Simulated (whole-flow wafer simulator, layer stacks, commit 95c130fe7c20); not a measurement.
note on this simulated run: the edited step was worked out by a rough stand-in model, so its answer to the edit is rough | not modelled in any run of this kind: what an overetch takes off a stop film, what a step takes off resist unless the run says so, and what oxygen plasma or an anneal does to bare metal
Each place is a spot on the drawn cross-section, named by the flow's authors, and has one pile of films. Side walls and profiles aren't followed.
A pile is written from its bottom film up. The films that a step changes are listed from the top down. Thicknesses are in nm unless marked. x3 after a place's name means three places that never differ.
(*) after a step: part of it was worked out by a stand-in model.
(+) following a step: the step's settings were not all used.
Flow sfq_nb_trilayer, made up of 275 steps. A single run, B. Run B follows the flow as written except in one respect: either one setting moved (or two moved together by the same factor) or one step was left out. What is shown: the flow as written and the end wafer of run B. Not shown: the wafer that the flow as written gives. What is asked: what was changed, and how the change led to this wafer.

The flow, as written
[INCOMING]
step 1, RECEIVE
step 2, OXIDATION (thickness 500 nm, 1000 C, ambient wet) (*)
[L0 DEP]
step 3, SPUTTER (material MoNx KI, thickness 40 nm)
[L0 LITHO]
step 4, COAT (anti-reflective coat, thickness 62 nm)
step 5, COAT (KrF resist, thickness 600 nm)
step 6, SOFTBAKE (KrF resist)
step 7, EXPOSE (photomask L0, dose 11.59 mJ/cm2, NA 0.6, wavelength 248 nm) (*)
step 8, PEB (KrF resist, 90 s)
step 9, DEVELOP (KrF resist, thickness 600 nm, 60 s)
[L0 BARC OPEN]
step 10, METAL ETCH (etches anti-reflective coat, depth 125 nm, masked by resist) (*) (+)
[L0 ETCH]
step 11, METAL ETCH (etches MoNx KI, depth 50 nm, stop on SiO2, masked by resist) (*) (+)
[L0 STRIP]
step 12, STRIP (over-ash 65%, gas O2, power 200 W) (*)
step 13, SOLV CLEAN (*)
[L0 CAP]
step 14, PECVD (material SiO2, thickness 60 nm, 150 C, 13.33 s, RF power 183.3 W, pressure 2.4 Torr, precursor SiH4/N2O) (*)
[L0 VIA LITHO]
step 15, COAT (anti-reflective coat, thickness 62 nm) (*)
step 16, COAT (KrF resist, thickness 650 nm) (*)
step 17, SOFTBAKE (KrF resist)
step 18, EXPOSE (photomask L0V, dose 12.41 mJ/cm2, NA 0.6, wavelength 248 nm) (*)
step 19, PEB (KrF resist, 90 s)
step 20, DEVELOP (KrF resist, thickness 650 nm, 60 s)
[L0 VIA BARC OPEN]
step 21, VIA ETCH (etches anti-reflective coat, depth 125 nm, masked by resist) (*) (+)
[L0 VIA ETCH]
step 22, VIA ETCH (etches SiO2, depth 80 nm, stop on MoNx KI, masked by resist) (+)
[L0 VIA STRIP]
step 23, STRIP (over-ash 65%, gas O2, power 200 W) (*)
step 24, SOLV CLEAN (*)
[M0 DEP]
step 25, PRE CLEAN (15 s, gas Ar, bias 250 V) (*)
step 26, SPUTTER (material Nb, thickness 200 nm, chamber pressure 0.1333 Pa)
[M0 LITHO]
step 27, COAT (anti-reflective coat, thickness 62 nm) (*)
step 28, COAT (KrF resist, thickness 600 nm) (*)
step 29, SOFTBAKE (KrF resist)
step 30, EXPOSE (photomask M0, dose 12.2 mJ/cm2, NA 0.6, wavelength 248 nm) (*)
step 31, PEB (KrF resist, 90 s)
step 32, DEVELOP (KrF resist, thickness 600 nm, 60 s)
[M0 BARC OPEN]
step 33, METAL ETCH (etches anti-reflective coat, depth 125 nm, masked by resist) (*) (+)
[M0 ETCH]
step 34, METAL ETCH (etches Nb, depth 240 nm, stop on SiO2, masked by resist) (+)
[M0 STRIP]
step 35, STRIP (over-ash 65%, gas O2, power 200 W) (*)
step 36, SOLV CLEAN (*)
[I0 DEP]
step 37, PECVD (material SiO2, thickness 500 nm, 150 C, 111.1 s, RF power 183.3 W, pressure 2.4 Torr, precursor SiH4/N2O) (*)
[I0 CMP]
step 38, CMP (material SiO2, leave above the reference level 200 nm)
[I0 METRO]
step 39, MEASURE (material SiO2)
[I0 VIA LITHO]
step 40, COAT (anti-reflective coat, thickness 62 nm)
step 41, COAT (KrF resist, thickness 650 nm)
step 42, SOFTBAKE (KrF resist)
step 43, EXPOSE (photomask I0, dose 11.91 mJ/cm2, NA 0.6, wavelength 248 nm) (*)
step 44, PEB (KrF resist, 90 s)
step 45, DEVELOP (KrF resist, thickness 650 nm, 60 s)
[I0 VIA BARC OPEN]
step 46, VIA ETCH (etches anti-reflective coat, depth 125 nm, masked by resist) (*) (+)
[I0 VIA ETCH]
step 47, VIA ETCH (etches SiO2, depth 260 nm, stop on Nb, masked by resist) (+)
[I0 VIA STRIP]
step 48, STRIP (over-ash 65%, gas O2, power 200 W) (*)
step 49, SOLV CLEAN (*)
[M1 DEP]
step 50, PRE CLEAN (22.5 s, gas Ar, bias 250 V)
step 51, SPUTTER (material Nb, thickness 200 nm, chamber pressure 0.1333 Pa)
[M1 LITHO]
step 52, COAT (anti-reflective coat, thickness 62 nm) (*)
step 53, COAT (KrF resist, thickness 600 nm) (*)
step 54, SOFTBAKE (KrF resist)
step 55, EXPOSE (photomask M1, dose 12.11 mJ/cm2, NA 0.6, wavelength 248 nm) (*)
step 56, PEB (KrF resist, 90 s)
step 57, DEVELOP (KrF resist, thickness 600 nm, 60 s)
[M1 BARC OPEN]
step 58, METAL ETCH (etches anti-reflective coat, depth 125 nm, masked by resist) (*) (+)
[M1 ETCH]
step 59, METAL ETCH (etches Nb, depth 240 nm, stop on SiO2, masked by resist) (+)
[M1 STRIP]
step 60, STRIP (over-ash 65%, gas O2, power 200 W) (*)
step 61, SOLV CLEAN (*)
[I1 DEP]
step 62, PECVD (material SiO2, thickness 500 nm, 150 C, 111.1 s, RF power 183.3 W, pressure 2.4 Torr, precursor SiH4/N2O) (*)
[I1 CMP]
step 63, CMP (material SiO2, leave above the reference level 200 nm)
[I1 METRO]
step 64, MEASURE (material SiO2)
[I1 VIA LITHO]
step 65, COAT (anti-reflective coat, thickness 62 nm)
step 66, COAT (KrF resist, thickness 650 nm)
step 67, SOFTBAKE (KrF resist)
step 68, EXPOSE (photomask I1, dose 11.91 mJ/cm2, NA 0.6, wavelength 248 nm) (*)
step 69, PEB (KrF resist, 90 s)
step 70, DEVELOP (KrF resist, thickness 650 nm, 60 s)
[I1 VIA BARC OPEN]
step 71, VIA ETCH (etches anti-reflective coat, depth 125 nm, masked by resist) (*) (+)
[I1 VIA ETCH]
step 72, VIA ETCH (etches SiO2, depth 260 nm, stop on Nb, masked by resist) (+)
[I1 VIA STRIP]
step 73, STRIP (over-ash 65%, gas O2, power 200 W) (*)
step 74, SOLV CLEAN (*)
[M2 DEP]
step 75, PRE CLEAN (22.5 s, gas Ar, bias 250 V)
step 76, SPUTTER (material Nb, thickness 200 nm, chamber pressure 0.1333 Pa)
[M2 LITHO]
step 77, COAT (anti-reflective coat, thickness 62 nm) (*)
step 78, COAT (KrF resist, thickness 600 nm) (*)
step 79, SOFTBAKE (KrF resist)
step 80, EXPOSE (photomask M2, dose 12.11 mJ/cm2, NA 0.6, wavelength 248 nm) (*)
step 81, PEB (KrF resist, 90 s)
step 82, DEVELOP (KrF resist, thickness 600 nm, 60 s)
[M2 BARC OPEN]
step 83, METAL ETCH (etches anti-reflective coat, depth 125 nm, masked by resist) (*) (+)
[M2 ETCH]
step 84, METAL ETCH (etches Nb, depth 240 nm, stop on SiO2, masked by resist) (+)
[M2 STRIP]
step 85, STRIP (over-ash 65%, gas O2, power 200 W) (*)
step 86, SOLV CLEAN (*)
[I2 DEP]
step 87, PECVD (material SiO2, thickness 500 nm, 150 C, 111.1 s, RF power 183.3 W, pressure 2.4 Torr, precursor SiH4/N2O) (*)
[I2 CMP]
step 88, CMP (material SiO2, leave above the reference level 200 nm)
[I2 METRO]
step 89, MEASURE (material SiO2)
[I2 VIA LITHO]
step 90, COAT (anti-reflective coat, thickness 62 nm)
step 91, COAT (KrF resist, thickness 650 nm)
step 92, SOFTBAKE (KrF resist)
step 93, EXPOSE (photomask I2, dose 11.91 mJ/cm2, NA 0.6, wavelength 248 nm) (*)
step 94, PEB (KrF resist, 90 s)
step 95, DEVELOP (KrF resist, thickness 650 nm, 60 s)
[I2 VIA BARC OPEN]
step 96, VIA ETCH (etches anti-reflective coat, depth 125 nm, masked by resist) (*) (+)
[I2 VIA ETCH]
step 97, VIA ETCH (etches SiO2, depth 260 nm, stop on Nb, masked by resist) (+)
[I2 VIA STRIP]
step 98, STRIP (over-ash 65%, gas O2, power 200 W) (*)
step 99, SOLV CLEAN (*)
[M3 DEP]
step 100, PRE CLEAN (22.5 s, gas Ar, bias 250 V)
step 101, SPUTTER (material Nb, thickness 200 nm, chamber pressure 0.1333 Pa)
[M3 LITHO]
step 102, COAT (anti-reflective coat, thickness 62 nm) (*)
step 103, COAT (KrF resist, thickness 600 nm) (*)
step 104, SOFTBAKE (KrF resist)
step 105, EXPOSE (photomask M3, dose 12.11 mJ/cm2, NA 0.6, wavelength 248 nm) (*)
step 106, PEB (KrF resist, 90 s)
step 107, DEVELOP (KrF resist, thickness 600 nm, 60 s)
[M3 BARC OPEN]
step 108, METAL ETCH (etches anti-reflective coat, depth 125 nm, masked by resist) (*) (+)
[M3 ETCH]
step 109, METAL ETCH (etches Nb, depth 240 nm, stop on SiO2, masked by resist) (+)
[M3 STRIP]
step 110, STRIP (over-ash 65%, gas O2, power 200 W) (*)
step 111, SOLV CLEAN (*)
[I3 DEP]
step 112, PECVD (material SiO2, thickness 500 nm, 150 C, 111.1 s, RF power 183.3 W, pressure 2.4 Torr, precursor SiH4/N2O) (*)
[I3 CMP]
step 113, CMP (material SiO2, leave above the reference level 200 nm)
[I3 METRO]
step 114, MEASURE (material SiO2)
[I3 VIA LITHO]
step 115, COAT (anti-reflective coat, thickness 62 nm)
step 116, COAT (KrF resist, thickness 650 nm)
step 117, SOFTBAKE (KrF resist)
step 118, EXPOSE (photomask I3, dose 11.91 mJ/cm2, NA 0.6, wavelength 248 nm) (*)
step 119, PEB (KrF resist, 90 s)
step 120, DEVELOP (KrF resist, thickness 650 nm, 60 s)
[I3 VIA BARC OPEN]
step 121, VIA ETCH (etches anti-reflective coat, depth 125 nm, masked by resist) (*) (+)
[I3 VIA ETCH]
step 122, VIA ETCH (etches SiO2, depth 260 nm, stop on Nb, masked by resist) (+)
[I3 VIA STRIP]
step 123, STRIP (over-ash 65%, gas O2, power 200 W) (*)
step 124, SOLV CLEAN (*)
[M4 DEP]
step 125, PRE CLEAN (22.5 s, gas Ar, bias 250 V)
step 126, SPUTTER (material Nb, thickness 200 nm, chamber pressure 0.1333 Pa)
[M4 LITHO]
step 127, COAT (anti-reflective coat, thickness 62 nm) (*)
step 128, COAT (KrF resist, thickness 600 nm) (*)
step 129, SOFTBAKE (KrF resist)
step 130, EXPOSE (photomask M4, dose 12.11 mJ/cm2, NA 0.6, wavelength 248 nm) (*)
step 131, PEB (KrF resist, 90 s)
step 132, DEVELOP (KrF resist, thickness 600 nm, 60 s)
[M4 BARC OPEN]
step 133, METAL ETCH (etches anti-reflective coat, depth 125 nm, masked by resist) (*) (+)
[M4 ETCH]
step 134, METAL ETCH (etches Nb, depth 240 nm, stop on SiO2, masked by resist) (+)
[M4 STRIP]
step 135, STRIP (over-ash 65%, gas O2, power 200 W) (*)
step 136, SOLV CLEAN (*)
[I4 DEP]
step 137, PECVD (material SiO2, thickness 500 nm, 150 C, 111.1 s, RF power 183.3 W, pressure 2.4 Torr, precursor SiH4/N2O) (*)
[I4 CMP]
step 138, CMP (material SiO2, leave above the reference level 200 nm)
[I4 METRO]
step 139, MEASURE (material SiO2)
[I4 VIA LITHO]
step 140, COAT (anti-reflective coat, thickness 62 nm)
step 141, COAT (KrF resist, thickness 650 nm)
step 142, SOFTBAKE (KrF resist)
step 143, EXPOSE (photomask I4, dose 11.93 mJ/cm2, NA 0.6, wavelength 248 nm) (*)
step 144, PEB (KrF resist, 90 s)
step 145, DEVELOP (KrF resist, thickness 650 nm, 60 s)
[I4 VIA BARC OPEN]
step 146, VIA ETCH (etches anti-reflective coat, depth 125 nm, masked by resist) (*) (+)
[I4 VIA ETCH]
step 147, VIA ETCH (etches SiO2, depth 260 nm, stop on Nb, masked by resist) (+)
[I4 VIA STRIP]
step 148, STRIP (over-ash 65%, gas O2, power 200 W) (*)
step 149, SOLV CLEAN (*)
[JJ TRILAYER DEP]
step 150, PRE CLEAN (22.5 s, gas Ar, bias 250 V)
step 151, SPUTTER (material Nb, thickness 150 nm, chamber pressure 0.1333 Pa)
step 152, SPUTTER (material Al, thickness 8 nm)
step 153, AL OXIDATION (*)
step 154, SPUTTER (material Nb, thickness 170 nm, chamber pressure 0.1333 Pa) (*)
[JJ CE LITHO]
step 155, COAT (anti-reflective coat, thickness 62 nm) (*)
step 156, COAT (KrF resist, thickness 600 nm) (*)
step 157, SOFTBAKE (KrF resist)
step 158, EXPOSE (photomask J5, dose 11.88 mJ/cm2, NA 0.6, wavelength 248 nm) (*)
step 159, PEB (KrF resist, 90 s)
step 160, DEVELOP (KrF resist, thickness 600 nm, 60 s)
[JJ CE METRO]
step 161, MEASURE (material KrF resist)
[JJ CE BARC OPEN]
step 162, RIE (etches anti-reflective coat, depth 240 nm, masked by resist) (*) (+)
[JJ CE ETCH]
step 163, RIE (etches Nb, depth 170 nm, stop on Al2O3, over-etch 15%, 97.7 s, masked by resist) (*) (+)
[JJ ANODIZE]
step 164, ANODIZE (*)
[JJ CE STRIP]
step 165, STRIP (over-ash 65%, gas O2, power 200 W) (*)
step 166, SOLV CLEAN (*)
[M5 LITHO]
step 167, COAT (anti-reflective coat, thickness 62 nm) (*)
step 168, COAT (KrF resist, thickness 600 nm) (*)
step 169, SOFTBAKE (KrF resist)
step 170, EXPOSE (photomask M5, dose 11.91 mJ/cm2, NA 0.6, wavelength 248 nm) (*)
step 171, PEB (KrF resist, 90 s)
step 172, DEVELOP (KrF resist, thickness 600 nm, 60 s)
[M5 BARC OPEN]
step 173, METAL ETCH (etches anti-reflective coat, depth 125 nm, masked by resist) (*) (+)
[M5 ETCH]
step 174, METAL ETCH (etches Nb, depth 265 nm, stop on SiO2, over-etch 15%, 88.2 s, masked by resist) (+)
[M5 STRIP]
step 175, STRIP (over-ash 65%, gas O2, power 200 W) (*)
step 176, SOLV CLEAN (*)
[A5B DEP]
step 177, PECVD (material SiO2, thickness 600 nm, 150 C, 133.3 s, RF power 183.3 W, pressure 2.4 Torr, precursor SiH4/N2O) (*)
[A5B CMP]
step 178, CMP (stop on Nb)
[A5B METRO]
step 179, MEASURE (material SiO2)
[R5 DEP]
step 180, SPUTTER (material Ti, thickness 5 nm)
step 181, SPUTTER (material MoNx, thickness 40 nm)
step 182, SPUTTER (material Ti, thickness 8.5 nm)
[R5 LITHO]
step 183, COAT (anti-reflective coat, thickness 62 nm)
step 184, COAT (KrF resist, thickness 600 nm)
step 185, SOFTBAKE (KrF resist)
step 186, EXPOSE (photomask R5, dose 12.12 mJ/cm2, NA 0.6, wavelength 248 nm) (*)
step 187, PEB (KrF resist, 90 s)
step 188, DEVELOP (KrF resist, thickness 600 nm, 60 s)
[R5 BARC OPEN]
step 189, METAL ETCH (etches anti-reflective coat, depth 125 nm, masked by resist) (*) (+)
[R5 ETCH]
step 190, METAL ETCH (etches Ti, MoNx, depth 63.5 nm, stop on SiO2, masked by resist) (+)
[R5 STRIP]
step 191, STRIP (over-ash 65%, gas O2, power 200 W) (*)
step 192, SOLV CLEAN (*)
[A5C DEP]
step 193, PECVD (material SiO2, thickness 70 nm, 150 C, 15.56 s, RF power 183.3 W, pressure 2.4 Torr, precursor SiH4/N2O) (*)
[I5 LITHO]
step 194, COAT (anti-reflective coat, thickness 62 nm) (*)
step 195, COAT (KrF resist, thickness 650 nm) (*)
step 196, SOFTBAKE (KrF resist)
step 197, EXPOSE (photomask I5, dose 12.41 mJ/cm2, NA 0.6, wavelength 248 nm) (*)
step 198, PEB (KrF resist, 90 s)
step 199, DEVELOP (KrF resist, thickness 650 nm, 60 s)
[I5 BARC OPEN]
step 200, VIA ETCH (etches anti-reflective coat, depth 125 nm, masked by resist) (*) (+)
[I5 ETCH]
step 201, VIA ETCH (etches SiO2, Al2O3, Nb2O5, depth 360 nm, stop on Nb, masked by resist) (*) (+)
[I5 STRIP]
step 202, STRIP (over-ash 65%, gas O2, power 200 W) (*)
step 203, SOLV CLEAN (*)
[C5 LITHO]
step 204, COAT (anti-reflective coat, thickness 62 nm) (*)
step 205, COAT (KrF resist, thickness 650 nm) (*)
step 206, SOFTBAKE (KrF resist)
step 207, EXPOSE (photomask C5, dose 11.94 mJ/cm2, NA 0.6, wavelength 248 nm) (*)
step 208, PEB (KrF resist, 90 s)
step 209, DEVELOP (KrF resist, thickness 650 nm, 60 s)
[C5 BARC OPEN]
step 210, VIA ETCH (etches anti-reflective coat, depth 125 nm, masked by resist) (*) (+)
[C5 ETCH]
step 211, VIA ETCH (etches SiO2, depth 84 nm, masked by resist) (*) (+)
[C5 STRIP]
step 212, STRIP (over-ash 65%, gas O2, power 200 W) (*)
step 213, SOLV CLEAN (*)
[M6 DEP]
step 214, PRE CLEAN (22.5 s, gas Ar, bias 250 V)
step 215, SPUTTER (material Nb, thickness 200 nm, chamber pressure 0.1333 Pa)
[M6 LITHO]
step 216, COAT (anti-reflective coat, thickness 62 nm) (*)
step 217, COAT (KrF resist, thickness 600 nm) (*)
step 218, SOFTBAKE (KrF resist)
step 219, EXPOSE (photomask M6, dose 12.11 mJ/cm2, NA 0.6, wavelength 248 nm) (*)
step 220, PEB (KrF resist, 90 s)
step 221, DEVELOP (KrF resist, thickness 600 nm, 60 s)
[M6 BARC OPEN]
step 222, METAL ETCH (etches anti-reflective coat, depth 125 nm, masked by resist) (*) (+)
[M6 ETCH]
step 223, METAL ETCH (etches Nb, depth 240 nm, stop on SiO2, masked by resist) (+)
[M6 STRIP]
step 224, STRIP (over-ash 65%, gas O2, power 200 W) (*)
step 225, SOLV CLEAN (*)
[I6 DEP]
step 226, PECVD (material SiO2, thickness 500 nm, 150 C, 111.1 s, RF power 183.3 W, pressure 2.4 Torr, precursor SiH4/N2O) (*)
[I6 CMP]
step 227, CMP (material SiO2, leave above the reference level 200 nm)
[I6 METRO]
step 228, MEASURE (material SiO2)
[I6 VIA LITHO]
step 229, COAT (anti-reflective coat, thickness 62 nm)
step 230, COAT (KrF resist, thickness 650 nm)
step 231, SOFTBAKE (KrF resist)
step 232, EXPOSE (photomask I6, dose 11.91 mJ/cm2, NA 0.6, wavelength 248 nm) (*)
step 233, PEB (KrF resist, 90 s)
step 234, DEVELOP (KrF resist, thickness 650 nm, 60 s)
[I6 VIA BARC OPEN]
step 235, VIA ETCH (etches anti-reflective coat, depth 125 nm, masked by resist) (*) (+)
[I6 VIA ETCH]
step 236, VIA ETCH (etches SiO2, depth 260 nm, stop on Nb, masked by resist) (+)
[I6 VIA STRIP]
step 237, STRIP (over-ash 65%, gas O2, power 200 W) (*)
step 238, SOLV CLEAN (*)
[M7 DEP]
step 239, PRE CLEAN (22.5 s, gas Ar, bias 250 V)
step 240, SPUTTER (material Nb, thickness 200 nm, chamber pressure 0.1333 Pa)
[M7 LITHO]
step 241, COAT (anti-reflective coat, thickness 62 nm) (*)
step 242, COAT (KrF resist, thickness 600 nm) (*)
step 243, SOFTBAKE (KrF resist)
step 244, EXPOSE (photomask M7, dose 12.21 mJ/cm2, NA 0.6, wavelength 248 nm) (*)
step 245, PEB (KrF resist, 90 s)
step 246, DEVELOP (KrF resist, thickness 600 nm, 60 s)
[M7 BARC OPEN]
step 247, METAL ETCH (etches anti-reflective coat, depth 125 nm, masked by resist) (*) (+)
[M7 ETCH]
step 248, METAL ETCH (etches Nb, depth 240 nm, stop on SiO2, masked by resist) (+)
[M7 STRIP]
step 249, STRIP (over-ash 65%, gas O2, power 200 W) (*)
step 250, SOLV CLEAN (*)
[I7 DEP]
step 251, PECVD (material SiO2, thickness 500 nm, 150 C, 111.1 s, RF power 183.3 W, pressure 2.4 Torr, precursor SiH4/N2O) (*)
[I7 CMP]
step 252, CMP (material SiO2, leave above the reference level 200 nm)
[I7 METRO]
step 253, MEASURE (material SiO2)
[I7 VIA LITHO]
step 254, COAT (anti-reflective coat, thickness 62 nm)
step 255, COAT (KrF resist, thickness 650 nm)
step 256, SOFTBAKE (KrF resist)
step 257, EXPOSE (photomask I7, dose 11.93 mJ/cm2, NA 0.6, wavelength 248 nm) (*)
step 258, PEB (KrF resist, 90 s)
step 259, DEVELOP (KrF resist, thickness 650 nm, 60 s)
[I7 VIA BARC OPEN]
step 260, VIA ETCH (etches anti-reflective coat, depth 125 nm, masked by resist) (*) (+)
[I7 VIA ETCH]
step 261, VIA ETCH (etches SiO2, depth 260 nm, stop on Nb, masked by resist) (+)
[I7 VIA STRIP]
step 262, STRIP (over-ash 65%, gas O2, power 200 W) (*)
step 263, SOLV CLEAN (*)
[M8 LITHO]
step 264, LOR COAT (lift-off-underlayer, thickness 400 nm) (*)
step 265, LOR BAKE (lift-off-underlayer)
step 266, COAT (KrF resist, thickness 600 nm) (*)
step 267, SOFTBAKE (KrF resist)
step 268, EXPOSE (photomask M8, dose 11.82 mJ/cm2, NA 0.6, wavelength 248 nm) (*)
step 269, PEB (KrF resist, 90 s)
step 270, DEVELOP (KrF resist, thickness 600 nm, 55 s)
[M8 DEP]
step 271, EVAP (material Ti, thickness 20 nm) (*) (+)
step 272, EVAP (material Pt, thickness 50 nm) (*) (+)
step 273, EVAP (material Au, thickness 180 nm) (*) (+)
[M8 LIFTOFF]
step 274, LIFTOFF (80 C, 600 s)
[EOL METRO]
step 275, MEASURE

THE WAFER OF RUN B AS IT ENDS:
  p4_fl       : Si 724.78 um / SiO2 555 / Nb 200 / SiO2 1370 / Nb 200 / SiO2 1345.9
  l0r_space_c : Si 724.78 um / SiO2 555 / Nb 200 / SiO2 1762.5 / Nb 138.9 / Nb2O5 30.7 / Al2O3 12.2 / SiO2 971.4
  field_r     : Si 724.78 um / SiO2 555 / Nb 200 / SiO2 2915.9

Cause: step 154, SPUTTER: thickness 140 nm was run, though the flow has thickness 170 nm.

The path from the change to this, step by step:
  step 154, SPUTTER (material Nb, thickness 170 nm, chamber pressure 0.1333 Pa) (*)
      field_l, v_sur, via_sp and 100 more: Nb gains 140 (new film) (it would be, as written: Nb gains 170 (new film))
      via_wl, via_wr: Nb gains 115.8 (new film) (it would be, as written: Nb gains 140.7 (new film))
      (and at 1 other place as well)
  step 155, COAT (anti-reflective coat, thickness 62 nm) (*)
      via_wl, via_wr: anti-reflective coat gains 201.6 (new film) (it would be, as written: anti-reflective coat gains 209.4 (new film))
      via_w: anti-reflective coat gains 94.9 (new film) (it would be, as written: anti-reflective coat gains 97.4 (new film))
  step 162, RIE (etches anti-reflective coat, depth 240 nm, masked by resist) (*) (+)
      ce_l, c5j, ce_r, wl_jj: KrF resist loses 201.6 (it would be, as written: KrF resist loses 209.4)
      via_wl, via_wr: anti-reflective coat loses 201.6 (all of it) (it would be, as written: anti-reflective coat loses 209.4 (all of it))
      (and at 1 other place as well)
  step 163, RIE (etches Nb, depth 170 nm, stop on Al2O3, over-etch 15%, 97.7 s, masked by resist) (*) (+)
      field_l, v_sur, via_sp and 96 more: Nb loses 140 (all of it), Al2O3 loses 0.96 (all of it) (it would be, as written: Nb loses 170 (all of it), Al2O3 loses 0.51)
      via_wl, via_wr: Nb loses 115.8 (all of it), Al2O3 loses 0.96 (all of it) (it would be, as written: Nb loses 140.7 (all of it), Al2O3 loses 0.96 (all of it))
      (and at 1 other place as well)
  step 164, ANODIZE (*)
      field_l, v_sur, via_sp and 96 more: Al2O3 gains 12.2 (new film), Nb2O5 gains 30.7 (new film), Al loses 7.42 (all of it), Nb loses 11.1 (it would be, as written: Al2O3 gains 12.2, Nb2O5 gains 29.9 (new film), Al loses 7.42 (all of it), Nb loses 10.8)
  step 165, STRIP (over-ash 65%, gas O2, power 200 W) (*)
      ce_l: KrF resist loses 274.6 (all of it), anti-reflective coat loses 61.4 (all of it) (it would be, as written: KrF resist loses 266.8 (all of it), anti-reflective coat loses 61.4 (all of it))
      c5j: KrF resist loses 274.6 (all of it), anti-reflective coat loses 61.5 (all of it) (it would be, as written: KrF resist loses 266.9 (all of it), anti-reflective coat loses 61.5 (all of it))
      (and at 2 other places as well)
  step 167, COAT (anti-reflective coat, thickness 62 nm) (*)
      wl_j_sl, wl_j_sr: anti-reflective coat gains 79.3 (new film) (it would be, as written: anti-reflective coat gains 83.3 (new film))
      jj_sur: anti-reflective coat gains 78.7 (new film) (it would be, as written: anti-reflective coat gains 82.6 (new film))
      (and at 5 other places as well)
  step 168, COAT (KrF resist, thickness 600 nm) (*)
      ce_l: KrF resist gains 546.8 (new film) (it would be, as written: KrF resist gains 528.3 (new film))
      c5j: KrF resist gains 526.4 (new film) (it would be, as written: KrF resist gains 507.6 (new film))
      (and at 2 other places as well)
  step 174, METAL ETCH (etches Nb, depth 265 nm, stop on SiO2, over-etch 15%, 88.2 s, masked by resist) (+)
      field_l, r_sur, res and 50 more: Al2O3 loses 12.2 (all of it), Nb2O5 loses 30.7 (all of it), Nb loses 138.9 (all of it), SiO2 loses 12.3 (it would be, as written: Al2O3 loses 12.6 (all of it), Nb2O5 loses 29.9 (all of it), Nb loses 139.2 (all of it), SiO2 loses 12.3)
  step 175, STRIP (over-ash 65%, gas O2, power 200 W) (*)
      wl_j_sl, wl_j_sr: KrF resist loses 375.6 (all of it), anti-reflective coat loses 79.3 (all of it) (it would be, as written: KrF resist loses 378 (all of it), anti-reflective coat loses 83.3 (all of it))
      jj_sur: KrF resist loses 372.6 (all of it), anti-reflective coat loses 78.7 (all of it) (it would be, as written: KrF resist loses 374.7 (all of it), anti-reflective coat loses 82.6 (all of it))
      (and at 5 other places as well)
  step 178, CMP (stop on Nb)
      v_sur, via_sp, via_v and 43 more: SiO2 loses 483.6 (it would be, as written: SiO2 loses 453.5)
      field_l, p4_fl, p4_fm and 39 more: SiO2 loses 289.3 (it would be, as written: SiO2 loses 259.3)
      (and at 14 other places as well)
  step 201, VIA ETCH (etches SiO2, Al2O3, Nb2O5, depth 360 nm, stop on Nb, masked by resist) (*) (+)
      be: SiO2 loses 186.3 (all of it), Al2O3 loses 12.2 (all of it), Nb2O5 loses 30.7 (all of it) (it would be, as written: SiO2 loses 216.4 (all of it), Al2O3 loses 12.7 (all of it), Nb2O5 loses 29.9 (all of it))
  step 204, COAT (anti-reflective coat, thickness 62 nm) (*)
      be: anti-reflective coat gains 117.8 (new film) (it would be, as written: anti-reflective coat gains 122.2 (new film))
      be_sur: anti-reflective coat gains 42.9 (new film) (it would be, as written: anti-reflective coat gains 41.8 (new film))
  step 205, COAT (KrF resist, thickness 650 nm) (*)
      be: KrF resist gains 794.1 (new film) (it would be, as written: KrF resist gains 815.3 (new film))
  step 212, STRIP (over-ash 65%, gas O2, power 200 W) (*)
      be: KrF resist loses 707 (all of it), anti-reflective coat loses 117.8 (all of it) (it would be, as written: KrF resist loses 728.2 (all of it), anti-reflective coat loses 122.2 (all of it))
      be_sur: KrF resist loses 561.4 (all of it), anti-reflective coat loses 42.9 (all of it) (it would be, as written: KrF resist loses 559.6 (all of it), anti-reflective coat loses 41.8 (all of it))
  step 215, SPUTTER (material Nb, thickness 200 nm, chamber pressure 0.1333 Pa)
      be: Nb gains 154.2 (it would be, as written: Nb gains 147.3)
  ... 3 further steps ...
  step 226, PECVD (material SiO2, thickness 500 nm, 150 C, 111.1 s, RF power 183.3 W, pressure 2.4 Torr, precursor SiH4/N2O) (*)
      be: SiO2 gains 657 (new film) (it would be, as written: SiO2 gains 693.5 (new film))
